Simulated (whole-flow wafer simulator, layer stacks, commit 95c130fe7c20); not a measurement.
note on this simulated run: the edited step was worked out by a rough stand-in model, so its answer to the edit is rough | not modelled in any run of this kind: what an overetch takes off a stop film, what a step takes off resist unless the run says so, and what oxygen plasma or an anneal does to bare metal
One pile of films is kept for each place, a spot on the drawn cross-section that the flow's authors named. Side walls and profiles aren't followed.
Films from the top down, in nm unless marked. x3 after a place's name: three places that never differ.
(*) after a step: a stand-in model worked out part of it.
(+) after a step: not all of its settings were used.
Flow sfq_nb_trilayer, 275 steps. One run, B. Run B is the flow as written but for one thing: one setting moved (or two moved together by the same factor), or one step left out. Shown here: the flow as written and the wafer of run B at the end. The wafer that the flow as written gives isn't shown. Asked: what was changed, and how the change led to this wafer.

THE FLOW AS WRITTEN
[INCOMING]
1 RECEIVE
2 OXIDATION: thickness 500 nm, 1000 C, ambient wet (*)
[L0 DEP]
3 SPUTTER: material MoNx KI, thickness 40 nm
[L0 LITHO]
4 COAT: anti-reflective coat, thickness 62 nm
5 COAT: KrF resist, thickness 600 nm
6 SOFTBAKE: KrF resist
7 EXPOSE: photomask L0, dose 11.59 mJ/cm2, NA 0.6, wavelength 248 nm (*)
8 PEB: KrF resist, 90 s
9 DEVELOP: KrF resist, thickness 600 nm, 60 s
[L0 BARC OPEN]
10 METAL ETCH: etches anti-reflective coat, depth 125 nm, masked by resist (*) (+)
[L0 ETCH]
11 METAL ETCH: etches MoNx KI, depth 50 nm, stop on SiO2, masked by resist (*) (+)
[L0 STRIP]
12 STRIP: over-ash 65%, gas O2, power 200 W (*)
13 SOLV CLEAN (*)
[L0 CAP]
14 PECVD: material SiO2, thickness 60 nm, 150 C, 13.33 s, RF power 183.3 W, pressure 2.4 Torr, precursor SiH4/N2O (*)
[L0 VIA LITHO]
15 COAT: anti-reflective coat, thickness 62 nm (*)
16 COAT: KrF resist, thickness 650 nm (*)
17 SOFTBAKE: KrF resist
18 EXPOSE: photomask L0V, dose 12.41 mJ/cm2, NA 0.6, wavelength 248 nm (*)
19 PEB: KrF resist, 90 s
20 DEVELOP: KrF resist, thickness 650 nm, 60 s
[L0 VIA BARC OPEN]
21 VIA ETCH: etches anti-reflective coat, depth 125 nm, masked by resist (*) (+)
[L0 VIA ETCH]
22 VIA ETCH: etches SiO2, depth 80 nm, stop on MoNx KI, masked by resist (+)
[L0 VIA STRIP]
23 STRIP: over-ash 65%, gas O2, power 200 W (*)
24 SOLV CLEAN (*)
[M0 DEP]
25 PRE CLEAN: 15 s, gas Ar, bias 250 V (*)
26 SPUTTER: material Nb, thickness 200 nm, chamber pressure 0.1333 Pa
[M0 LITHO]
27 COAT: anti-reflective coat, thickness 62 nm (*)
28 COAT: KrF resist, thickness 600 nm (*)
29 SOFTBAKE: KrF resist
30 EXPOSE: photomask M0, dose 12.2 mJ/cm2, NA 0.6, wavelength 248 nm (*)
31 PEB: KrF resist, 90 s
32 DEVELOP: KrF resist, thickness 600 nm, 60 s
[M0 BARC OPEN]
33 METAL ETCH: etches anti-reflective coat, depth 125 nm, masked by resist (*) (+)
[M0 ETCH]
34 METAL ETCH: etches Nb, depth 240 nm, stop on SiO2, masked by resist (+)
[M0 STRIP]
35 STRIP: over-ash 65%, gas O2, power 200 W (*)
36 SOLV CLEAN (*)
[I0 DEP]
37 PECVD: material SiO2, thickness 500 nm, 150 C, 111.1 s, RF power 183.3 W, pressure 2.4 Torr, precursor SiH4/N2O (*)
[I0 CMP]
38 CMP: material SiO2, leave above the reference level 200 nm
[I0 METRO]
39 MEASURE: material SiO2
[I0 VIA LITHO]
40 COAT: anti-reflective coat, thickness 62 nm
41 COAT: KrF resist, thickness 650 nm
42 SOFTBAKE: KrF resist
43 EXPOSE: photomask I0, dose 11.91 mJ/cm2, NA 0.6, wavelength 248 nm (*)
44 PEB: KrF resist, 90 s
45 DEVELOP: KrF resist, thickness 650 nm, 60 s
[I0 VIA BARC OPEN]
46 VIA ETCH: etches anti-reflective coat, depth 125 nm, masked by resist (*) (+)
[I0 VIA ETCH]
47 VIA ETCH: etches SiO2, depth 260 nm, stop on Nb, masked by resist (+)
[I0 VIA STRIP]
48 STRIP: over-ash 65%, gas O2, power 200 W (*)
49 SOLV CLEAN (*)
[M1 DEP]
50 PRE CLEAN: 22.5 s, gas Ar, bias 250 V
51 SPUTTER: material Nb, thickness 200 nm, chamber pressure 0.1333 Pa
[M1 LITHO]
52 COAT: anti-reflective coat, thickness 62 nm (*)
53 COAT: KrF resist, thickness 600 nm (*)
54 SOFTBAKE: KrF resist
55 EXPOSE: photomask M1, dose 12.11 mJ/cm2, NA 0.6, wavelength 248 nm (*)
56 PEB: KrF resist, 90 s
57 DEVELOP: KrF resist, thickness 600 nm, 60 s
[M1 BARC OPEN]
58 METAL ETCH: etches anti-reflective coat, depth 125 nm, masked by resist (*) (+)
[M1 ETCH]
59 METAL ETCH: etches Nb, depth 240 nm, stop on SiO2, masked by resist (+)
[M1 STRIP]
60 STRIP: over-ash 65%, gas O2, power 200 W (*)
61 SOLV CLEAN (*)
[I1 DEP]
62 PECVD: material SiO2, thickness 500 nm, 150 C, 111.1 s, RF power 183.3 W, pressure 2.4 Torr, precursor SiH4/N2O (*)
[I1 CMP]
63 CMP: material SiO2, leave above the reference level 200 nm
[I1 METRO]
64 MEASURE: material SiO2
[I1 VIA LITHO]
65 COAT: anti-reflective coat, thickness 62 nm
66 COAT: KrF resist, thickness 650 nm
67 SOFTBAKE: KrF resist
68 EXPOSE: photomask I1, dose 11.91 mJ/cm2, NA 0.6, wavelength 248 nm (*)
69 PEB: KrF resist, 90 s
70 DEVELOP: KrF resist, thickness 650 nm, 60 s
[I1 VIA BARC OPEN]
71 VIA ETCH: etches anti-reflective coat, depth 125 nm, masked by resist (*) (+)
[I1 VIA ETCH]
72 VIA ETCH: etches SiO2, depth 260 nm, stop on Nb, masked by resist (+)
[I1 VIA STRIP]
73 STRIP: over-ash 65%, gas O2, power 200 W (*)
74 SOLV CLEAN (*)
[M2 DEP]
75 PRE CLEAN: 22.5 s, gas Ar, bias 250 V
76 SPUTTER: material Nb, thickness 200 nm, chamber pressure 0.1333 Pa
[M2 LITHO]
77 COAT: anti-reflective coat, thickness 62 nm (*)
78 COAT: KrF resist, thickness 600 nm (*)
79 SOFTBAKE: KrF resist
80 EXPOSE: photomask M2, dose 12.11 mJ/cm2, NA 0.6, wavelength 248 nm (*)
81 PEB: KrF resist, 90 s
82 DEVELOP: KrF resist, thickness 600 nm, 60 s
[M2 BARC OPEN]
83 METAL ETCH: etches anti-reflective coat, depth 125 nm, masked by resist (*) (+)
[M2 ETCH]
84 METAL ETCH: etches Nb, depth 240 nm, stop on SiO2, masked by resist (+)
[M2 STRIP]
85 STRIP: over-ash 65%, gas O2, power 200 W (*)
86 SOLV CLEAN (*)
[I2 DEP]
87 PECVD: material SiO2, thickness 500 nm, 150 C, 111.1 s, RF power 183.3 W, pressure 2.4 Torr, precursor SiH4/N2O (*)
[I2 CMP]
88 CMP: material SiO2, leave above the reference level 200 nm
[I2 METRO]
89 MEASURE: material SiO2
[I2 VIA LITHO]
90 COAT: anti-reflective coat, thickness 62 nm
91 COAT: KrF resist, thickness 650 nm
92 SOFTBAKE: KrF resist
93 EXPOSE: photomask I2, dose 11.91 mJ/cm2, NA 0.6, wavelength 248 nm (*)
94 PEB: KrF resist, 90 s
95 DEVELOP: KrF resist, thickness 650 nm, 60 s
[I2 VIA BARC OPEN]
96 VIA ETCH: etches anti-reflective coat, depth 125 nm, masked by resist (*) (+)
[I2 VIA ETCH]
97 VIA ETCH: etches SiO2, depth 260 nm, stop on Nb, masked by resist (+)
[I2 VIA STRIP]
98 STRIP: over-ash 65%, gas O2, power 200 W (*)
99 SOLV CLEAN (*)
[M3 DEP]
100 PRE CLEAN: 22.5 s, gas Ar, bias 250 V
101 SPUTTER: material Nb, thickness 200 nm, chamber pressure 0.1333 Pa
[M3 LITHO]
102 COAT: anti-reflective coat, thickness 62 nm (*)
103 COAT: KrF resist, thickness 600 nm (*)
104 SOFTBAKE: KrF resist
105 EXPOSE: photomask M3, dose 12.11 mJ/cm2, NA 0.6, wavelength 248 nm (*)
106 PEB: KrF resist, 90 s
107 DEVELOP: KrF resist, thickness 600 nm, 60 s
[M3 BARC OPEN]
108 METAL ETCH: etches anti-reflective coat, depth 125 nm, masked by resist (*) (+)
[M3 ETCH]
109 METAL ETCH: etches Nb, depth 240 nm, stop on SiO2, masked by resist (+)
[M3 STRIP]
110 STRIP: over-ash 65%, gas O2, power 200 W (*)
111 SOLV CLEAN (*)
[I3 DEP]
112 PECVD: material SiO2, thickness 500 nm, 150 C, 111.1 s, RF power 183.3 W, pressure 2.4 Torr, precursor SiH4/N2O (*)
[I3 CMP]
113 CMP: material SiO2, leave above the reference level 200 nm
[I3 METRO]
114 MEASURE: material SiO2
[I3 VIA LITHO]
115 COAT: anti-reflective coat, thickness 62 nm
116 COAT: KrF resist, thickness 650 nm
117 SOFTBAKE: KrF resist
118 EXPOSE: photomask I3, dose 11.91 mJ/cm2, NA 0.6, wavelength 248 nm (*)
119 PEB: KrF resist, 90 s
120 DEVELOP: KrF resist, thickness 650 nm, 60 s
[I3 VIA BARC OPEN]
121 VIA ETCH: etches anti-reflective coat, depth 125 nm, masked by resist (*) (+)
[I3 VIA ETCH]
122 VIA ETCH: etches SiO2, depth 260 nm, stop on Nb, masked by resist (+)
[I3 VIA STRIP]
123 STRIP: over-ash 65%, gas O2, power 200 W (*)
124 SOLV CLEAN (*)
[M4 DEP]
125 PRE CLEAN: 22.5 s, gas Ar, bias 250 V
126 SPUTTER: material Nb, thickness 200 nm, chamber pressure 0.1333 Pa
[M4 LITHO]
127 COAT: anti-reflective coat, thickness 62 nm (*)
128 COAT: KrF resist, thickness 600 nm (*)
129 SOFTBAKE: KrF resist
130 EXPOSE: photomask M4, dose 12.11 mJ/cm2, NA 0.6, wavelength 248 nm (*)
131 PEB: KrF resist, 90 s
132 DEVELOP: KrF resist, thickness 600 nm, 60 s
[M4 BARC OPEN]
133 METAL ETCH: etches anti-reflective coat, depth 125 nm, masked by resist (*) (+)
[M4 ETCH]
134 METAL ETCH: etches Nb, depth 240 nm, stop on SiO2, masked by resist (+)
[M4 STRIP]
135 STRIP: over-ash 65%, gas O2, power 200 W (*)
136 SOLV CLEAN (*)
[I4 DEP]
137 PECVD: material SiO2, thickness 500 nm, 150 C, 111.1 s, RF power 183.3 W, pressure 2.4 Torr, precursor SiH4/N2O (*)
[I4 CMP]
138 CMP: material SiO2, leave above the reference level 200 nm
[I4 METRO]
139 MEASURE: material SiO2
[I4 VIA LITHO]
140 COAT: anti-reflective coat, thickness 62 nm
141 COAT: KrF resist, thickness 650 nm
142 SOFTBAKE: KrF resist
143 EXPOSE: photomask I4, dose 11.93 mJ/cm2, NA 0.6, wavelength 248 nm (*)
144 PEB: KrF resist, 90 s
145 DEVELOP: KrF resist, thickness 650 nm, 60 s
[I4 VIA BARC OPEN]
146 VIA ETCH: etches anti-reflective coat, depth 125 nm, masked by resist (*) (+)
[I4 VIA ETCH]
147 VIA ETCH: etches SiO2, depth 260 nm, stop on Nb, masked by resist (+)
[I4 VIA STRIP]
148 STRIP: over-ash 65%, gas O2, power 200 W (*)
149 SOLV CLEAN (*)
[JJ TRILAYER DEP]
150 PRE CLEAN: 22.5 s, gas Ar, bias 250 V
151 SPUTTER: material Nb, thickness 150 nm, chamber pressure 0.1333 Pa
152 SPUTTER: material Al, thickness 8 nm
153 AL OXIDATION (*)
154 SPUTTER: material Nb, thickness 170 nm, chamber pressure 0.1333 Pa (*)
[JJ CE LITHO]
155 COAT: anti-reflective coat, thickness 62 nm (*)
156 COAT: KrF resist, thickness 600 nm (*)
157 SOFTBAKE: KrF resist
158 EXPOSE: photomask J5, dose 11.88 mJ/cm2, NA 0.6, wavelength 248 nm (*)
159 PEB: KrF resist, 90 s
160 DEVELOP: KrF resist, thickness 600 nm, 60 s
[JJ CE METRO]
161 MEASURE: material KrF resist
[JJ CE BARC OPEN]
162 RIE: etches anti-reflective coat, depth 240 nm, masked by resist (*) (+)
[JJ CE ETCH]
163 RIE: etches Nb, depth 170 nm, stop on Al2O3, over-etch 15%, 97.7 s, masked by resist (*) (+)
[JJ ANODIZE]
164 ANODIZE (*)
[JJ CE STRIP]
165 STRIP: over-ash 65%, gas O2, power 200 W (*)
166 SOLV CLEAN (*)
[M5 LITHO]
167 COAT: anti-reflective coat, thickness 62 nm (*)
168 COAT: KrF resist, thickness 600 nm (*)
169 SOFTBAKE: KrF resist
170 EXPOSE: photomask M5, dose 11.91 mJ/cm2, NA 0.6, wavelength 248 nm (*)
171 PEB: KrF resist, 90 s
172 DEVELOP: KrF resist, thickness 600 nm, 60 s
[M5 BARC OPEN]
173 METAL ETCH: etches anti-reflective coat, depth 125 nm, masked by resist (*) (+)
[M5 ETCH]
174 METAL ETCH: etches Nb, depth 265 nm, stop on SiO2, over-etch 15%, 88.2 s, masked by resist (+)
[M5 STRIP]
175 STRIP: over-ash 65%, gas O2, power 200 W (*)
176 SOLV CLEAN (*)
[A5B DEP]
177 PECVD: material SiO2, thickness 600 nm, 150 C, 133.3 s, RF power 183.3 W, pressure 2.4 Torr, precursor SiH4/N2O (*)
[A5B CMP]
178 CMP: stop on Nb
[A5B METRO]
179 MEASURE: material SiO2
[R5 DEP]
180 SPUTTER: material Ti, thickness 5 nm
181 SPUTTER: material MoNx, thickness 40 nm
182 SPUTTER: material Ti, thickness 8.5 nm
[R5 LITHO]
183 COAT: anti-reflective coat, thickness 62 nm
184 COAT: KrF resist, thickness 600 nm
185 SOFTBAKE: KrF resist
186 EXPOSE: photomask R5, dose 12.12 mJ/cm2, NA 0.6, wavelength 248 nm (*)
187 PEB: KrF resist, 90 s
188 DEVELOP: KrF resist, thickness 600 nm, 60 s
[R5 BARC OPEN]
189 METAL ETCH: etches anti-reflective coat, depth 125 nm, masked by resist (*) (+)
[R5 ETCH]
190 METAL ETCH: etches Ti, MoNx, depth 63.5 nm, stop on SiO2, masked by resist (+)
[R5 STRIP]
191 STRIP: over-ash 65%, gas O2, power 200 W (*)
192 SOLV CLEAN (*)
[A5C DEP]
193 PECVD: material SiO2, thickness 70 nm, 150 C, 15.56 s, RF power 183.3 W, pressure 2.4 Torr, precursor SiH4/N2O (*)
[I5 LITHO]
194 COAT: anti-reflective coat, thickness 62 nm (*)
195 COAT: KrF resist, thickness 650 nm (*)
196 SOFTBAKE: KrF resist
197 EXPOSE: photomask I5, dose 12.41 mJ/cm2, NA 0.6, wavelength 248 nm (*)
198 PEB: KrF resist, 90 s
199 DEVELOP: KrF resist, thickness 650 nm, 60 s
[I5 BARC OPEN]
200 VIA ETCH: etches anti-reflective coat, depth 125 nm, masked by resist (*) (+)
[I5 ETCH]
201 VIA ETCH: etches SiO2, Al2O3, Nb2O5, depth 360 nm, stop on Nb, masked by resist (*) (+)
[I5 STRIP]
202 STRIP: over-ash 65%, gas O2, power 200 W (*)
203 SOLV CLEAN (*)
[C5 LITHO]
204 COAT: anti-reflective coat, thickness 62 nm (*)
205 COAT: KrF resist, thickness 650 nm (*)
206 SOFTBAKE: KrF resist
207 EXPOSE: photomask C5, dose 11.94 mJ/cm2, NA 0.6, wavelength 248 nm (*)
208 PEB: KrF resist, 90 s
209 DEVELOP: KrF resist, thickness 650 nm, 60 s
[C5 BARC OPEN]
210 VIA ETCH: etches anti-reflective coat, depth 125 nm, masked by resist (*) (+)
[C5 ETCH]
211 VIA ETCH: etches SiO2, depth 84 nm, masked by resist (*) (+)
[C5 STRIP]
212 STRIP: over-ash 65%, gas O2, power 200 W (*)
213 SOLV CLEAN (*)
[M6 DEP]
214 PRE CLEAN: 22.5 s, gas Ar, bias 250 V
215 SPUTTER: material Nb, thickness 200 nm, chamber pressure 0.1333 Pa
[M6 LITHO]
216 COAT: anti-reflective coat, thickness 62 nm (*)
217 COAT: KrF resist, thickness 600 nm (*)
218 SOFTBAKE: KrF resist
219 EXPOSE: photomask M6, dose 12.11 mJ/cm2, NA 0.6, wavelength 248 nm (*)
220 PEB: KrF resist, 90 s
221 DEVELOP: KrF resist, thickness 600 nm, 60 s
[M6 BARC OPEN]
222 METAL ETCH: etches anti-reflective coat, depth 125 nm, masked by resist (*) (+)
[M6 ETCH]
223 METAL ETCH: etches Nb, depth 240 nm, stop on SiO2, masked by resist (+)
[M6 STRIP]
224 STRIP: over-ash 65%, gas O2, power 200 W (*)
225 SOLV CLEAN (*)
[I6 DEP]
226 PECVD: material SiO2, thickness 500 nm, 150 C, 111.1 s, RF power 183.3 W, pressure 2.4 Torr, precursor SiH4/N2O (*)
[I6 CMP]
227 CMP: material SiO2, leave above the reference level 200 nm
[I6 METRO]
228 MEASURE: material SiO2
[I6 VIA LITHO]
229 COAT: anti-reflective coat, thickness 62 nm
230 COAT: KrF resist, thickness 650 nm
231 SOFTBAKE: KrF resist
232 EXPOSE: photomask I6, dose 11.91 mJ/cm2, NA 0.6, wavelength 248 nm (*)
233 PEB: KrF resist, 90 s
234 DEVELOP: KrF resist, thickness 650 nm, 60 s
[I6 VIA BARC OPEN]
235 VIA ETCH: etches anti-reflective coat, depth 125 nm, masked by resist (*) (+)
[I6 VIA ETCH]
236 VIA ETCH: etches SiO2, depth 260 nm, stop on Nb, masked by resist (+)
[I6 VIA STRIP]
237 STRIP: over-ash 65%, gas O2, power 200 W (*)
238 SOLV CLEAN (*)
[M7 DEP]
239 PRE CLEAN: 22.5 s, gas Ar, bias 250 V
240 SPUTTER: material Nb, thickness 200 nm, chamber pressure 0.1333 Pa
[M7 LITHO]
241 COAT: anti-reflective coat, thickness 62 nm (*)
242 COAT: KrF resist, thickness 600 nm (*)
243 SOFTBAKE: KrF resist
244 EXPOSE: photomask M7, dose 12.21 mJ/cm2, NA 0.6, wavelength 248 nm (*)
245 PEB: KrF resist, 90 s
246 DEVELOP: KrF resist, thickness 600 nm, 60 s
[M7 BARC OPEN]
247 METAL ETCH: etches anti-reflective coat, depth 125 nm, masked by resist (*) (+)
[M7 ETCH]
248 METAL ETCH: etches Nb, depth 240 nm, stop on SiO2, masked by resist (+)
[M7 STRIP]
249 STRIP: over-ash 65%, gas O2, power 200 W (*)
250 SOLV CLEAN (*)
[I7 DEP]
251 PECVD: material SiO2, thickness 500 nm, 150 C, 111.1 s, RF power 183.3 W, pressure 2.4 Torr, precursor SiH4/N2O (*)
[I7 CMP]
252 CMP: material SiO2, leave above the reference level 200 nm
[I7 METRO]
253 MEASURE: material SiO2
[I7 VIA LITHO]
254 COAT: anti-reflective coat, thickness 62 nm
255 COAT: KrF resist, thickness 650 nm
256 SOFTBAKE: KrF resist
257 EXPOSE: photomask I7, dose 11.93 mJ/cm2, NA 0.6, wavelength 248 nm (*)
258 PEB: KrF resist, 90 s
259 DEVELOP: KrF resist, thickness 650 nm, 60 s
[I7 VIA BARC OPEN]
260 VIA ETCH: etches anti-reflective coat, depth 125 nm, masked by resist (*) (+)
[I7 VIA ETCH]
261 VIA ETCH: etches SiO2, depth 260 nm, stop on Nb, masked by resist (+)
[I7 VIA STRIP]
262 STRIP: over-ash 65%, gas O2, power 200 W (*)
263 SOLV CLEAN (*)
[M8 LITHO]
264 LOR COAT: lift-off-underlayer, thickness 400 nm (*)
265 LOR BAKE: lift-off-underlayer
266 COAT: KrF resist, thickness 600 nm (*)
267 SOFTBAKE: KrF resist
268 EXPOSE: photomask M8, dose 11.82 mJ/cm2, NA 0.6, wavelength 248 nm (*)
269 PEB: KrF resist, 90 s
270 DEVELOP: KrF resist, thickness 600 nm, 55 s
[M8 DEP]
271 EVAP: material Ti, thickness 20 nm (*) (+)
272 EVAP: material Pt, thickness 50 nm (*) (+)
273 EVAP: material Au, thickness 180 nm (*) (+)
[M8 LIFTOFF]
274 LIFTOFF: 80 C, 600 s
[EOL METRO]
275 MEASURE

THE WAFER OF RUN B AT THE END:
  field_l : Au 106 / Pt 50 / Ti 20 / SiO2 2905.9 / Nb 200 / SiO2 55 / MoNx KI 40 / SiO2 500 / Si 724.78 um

The cause: step 273, EVAP: thickness 106 nm was run, where the flow has thickness 180 nm.
It can be read off the wafer: field_l has Au 106, and step 273 as written asks for 180 nm.

How the change led to this, step by step:
  273 EVAP: material Au, thickness 180 nm (*) (+)
      field_l, v_sur, via_wl and 103 more: Au +106 (new film) (as written it would be: Au +180 (new film))
  274 LIFTOFF: 80 C, 600 s
      p4_fl x3, p4_w1 x9, p4_g1 x2 and 60 more: Au -106 (all of it), Pt -50 (all of it), Ti -20 (all of it), KrF resist -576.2 (all of it), lift-off-underlayer -400 (all of it) (as written it would be: Au -180 (all of it), Pt -50 (all of it), Ti -20 (all of it), KrF resist -576.2 (all of it), lift-off-underlayer -400 (all of it))
      c5j, ce_r: Au -106 (all of it), Pt -50 (all of it), Ti -20 (all of it), KrF resist -573.3 (all of it), lift-off-underlayer -399.3 (all of it) (as written it would be: Au -180 (all of it), Pt -50 (all of it), Ti -20 (all of it), KrF resist -573.3 (all of it), lift-off-underlayer -399.3 (all of it))
      (and at 19 more places)
